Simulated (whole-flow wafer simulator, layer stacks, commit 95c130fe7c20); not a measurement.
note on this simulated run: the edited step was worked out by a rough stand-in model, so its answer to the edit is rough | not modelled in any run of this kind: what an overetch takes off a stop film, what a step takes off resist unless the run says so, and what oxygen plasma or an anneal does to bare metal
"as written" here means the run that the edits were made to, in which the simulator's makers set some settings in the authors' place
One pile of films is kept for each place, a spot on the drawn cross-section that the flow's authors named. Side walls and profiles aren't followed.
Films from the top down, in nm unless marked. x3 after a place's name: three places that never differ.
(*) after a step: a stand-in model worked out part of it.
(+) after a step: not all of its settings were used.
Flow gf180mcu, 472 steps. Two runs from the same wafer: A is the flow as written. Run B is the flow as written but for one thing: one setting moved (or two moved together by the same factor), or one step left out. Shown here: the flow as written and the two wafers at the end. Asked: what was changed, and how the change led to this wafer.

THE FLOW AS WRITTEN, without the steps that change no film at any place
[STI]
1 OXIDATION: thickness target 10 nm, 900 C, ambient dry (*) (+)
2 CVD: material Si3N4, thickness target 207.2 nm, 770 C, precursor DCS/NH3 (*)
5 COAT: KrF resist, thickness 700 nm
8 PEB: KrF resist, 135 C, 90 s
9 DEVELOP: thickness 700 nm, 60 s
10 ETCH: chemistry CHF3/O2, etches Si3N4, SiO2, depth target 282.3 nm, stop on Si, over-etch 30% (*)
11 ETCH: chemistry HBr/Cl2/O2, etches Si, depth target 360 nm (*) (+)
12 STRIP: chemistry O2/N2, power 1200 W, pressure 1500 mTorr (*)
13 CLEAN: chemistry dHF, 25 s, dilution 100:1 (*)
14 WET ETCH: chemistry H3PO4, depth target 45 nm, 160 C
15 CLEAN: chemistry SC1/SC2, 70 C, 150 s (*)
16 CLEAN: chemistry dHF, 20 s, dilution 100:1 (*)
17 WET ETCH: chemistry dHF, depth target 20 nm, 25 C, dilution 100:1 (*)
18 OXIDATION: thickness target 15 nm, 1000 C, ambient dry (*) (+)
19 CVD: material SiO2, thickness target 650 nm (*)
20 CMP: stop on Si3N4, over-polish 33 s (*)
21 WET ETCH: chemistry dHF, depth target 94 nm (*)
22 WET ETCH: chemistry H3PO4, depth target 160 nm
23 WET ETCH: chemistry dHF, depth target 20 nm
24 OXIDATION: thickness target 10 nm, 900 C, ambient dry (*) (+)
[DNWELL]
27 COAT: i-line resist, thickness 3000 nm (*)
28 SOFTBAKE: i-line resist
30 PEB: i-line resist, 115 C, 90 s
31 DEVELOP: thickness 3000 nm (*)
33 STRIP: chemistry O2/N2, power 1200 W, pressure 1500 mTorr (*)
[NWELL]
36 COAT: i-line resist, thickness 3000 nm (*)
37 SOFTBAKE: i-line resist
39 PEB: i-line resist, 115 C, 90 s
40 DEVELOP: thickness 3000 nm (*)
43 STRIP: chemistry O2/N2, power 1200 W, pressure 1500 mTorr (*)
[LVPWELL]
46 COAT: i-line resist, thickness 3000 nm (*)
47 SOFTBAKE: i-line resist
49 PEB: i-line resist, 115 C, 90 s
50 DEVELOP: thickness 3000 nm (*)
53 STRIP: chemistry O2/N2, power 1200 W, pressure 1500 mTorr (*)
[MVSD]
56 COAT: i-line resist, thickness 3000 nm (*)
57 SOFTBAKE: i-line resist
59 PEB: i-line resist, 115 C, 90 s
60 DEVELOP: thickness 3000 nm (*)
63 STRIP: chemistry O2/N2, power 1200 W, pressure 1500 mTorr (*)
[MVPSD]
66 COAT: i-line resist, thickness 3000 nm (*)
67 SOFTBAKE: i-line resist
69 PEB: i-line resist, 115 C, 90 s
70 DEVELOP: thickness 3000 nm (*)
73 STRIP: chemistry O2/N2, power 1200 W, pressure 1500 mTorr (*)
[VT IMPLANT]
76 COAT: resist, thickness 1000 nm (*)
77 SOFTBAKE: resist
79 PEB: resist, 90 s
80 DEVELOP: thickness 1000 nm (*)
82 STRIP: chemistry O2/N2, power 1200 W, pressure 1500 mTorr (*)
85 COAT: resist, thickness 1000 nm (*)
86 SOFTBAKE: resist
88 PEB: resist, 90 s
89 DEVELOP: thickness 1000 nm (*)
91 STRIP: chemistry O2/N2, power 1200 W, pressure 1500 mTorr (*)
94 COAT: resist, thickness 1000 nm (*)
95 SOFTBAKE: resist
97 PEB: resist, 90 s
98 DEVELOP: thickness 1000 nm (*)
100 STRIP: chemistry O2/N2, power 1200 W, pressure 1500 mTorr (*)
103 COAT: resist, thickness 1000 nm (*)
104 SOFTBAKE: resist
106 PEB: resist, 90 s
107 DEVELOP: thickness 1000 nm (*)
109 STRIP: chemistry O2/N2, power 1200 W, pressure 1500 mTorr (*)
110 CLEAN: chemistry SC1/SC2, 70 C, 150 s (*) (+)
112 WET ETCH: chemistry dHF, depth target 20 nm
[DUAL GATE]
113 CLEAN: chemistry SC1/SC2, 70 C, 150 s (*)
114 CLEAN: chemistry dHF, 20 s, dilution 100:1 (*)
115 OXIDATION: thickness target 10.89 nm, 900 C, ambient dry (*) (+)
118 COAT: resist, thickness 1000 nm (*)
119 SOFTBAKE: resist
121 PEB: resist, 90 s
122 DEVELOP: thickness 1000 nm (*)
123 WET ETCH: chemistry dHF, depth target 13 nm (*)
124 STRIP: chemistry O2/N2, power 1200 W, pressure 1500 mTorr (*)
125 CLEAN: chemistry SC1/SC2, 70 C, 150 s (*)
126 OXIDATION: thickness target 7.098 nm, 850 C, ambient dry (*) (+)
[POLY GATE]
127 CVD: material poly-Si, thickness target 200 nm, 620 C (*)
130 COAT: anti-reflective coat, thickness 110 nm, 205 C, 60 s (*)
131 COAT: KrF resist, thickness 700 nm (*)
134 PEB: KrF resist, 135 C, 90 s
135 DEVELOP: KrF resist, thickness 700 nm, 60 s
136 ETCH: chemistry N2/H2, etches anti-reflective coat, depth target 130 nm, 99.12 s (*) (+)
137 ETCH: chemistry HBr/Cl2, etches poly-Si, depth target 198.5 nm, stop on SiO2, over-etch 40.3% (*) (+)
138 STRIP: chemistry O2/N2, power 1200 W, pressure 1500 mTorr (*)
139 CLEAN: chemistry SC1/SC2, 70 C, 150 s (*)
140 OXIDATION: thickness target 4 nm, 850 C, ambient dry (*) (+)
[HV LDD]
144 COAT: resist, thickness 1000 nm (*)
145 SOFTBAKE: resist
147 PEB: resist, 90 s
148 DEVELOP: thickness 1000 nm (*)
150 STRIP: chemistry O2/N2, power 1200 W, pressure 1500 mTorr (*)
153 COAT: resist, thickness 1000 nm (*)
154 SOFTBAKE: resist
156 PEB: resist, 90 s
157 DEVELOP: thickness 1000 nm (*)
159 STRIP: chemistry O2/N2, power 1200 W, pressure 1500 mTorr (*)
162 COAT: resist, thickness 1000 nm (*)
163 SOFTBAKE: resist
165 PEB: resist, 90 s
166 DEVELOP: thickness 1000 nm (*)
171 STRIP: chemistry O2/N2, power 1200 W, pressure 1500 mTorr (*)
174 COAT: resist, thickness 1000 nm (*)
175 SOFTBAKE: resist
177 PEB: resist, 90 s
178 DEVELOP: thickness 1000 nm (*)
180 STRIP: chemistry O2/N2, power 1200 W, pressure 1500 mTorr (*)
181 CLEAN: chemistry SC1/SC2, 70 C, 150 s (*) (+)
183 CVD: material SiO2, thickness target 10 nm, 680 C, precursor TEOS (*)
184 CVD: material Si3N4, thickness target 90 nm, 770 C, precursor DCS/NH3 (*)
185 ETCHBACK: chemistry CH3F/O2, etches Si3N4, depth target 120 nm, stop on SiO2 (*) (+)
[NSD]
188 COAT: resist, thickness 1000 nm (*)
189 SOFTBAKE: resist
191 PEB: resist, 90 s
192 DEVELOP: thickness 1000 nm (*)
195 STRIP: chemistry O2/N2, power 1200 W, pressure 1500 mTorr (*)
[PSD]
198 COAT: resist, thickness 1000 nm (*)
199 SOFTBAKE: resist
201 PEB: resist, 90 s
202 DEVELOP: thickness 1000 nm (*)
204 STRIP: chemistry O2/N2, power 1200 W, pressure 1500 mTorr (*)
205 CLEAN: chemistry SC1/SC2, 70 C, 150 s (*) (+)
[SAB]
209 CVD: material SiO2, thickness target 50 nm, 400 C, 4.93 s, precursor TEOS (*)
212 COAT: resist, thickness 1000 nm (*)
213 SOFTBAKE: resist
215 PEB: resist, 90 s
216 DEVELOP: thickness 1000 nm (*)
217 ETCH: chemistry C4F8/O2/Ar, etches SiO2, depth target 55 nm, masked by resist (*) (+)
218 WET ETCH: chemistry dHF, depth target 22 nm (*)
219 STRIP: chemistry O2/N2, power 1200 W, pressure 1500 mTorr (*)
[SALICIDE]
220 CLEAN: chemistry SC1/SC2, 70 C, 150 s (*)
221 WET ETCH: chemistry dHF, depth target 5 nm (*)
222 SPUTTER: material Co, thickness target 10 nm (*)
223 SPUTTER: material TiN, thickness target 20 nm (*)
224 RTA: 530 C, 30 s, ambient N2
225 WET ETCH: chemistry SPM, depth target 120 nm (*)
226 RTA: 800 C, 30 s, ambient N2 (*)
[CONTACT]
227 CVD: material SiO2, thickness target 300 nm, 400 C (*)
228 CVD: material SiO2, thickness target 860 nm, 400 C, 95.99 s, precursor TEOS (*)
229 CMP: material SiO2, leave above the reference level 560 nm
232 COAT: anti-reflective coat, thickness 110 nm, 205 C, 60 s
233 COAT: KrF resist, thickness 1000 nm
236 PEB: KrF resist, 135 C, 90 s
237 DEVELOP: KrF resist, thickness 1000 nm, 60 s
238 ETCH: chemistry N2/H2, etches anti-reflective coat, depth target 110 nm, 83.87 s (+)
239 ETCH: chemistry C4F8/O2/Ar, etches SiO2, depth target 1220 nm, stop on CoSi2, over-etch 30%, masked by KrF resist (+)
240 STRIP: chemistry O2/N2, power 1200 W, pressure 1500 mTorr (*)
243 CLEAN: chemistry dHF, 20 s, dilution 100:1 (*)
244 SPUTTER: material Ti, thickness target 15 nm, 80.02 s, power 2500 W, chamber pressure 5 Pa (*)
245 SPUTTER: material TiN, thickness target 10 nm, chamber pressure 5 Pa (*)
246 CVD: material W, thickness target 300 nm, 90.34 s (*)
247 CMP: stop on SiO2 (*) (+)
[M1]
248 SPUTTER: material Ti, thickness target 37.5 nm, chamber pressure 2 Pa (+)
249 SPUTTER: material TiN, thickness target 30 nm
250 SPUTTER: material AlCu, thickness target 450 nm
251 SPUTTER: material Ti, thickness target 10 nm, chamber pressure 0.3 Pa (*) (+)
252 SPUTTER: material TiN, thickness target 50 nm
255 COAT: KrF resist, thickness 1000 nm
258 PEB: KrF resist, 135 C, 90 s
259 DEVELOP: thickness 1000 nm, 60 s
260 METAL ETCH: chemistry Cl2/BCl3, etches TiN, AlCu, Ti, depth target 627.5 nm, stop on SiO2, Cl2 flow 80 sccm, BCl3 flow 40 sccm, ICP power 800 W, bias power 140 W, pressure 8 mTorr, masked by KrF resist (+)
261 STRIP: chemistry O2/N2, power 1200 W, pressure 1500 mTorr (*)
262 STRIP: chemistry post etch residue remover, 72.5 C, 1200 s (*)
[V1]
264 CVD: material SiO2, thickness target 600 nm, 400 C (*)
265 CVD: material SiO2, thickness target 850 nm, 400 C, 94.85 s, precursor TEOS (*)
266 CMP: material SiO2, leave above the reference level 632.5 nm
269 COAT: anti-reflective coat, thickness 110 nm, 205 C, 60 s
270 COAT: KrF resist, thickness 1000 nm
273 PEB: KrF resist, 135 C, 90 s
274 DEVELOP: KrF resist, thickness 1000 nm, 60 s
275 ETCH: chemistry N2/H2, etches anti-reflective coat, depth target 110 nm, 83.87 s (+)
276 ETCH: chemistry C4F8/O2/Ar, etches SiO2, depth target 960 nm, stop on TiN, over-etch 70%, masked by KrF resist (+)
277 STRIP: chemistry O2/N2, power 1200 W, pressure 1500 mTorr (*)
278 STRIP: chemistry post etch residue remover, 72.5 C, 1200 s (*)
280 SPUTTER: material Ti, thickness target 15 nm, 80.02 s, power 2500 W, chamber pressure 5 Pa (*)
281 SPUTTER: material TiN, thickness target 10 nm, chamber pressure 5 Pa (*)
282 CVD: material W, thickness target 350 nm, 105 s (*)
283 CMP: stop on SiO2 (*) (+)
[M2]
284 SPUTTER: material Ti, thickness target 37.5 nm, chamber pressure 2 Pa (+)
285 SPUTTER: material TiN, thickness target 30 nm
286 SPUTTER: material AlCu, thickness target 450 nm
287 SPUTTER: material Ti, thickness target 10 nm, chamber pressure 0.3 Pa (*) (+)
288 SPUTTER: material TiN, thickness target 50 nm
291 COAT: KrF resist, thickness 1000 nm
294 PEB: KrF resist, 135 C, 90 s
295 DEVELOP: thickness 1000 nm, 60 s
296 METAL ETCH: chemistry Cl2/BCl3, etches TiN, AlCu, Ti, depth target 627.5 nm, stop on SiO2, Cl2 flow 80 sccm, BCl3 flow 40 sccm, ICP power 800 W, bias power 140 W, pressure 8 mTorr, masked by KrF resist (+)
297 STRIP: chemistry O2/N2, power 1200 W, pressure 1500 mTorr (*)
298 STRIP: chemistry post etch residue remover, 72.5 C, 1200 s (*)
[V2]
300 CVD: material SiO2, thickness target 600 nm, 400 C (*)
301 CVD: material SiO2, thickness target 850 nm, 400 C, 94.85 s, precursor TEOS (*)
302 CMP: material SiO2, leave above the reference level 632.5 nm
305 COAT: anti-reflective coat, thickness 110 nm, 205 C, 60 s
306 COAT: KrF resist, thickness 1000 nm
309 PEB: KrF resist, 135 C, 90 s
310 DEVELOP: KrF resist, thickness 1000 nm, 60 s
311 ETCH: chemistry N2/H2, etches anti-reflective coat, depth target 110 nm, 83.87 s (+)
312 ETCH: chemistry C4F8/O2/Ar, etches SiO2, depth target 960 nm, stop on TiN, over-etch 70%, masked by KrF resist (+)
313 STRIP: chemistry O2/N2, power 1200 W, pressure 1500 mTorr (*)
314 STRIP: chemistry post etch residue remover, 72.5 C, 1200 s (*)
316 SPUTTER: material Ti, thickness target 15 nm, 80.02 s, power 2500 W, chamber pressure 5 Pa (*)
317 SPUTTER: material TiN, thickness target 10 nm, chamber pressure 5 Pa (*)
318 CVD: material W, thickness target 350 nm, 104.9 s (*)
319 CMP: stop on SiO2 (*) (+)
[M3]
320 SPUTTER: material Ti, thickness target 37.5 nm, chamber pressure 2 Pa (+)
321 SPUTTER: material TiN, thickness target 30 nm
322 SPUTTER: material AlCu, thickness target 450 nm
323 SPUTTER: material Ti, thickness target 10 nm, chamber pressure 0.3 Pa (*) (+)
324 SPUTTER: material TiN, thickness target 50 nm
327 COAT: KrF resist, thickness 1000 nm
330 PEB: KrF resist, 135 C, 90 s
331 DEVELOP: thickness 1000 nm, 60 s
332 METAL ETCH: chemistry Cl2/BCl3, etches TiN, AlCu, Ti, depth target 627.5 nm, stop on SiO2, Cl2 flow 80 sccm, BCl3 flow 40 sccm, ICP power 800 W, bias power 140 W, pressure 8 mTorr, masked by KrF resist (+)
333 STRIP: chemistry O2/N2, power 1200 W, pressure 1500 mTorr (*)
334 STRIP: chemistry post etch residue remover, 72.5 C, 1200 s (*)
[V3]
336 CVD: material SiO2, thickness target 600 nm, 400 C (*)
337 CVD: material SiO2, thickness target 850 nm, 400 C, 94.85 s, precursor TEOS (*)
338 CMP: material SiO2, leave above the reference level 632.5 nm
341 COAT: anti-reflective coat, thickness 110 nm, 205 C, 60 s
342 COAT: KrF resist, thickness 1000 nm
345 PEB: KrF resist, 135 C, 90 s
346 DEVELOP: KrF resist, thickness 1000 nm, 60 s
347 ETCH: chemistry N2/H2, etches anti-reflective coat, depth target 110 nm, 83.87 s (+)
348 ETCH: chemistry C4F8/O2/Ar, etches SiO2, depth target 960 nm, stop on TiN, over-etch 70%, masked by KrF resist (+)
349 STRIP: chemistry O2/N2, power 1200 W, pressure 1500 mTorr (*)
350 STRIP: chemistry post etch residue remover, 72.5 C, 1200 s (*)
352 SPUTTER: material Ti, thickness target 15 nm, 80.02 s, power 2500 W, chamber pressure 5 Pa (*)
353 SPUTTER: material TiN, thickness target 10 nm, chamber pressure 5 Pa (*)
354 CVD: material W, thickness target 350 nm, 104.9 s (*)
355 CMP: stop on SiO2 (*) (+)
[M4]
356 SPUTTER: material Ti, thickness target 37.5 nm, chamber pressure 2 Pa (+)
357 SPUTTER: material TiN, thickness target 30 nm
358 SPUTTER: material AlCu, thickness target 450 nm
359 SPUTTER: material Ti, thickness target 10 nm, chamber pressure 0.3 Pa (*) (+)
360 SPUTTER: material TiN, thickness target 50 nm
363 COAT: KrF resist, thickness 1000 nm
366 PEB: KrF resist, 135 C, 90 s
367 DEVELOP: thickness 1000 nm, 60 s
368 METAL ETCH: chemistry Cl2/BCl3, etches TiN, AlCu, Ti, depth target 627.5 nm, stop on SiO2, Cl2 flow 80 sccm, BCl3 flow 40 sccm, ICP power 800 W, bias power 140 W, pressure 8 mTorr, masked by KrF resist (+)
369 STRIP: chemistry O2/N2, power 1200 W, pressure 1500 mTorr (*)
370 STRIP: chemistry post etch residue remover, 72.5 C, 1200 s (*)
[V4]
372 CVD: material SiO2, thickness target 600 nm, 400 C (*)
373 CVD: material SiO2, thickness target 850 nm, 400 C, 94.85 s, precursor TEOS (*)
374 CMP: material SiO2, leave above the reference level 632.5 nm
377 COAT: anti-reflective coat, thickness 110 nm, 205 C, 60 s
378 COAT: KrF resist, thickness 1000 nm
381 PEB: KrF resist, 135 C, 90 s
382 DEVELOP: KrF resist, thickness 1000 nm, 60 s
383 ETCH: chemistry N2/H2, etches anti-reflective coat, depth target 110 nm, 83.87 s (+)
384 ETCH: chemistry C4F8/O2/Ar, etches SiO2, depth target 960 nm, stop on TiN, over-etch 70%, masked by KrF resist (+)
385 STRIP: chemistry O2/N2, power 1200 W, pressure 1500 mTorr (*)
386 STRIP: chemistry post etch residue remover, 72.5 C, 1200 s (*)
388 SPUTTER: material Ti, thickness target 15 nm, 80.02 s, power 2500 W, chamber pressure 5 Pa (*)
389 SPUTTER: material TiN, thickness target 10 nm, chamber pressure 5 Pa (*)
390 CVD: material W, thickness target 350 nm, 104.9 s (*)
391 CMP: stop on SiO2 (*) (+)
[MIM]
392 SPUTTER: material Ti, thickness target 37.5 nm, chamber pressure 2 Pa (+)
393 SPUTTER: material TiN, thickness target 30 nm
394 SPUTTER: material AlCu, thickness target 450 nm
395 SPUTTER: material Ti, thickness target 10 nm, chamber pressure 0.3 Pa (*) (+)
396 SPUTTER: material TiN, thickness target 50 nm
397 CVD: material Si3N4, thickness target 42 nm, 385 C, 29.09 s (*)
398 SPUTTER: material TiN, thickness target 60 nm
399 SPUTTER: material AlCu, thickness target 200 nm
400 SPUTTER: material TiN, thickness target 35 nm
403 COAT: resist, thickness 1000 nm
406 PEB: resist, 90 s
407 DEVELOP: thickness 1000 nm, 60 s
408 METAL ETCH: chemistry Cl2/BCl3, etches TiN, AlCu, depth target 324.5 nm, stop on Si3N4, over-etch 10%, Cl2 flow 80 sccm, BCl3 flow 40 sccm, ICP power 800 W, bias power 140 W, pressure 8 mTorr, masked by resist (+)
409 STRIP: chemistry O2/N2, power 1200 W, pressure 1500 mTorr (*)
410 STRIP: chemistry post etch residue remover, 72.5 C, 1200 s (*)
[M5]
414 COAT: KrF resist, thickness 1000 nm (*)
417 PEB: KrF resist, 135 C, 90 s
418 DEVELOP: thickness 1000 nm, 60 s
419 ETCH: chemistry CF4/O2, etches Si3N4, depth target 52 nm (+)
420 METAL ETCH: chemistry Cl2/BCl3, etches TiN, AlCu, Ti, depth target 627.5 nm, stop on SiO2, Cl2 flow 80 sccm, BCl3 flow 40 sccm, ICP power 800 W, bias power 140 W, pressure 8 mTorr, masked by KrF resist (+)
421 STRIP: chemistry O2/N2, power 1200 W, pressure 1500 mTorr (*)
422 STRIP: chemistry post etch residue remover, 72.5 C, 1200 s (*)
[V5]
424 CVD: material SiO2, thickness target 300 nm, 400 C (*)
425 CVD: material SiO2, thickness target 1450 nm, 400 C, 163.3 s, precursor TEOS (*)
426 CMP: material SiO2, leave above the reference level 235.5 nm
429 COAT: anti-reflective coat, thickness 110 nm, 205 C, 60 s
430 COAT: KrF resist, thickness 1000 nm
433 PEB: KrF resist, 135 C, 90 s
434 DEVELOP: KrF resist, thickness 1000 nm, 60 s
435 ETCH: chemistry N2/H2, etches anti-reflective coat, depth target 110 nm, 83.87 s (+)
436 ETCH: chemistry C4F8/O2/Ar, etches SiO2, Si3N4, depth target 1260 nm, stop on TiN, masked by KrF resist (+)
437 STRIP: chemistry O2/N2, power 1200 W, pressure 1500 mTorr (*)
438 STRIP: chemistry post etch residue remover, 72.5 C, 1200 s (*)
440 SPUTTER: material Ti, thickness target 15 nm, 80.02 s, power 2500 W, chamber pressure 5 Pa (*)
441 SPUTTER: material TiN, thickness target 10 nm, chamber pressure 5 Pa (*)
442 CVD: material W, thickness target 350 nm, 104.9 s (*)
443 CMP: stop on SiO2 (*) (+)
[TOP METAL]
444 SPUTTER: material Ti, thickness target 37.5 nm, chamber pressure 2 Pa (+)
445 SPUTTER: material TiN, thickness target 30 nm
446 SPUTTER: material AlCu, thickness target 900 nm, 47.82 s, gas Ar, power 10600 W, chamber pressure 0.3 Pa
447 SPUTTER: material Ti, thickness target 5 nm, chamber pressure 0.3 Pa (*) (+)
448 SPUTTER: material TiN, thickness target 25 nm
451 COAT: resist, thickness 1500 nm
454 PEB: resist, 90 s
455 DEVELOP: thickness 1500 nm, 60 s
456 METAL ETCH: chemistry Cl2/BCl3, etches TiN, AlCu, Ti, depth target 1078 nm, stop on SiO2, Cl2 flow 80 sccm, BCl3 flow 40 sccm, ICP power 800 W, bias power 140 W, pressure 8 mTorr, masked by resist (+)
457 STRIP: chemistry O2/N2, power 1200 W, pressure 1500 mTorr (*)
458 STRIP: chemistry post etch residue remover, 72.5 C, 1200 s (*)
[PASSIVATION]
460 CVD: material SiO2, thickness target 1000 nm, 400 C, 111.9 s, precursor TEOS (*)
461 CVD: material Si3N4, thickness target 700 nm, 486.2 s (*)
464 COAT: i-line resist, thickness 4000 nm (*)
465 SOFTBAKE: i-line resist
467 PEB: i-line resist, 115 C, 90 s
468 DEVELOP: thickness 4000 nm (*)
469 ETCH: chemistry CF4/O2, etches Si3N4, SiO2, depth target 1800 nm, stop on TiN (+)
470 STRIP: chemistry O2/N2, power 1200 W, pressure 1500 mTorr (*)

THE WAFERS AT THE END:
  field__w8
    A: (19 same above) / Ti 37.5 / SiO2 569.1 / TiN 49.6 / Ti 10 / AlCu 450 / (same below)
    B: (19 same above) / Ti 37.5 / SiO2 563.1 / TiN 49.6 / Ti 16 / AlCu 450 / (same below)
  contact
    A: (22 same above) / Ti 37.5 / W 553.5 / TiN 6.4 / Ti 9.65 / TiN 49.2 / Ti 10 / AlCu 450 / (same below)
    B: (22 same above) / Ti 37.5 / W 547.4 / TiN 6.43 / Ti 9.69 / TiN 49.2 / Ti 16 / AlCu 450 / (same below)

The cause: step 323, SPUTTER: thickness target 16 nm was run, where the flow has thickness target 10 nm.
It can be read off the wafer: field__w8 has Ti 16, and step 323 as written asks for 10 nm.

How the change led to this, step by step:
  323 SPUTTER: material Ti, thickness target 10 nm, chamber pressure 0.3 Pa (*) (+)
      field, field__w1, field__w2 and 108 more: A Ti +10 (new film) | B Ti +16 (new film)
  332 METAL ETCH: chemistry Cl2/BCl3, etches TiN, AlCu, Ti, depth target 627.5 nm, stop on SiO2, Cl2 flow 80 sccm, BCl3 flow 40 sccm, ICP power 800 W, bias power 140 W, pressure 8 mTorr, masked by KrF resist (+)
      field, field__w1, field__w2 and 103 more: A TiN -50 (all of it), Ti -10 (all of it), AlCu -450 (all of it), TiN -30 (all of it), Ti -37.5 (all of it) | B TiN -50 (all of it), Ti -16 (all of it), AlCu -450 (all of it), TiN -30 (all of it), Ti -37.5 (all of it)
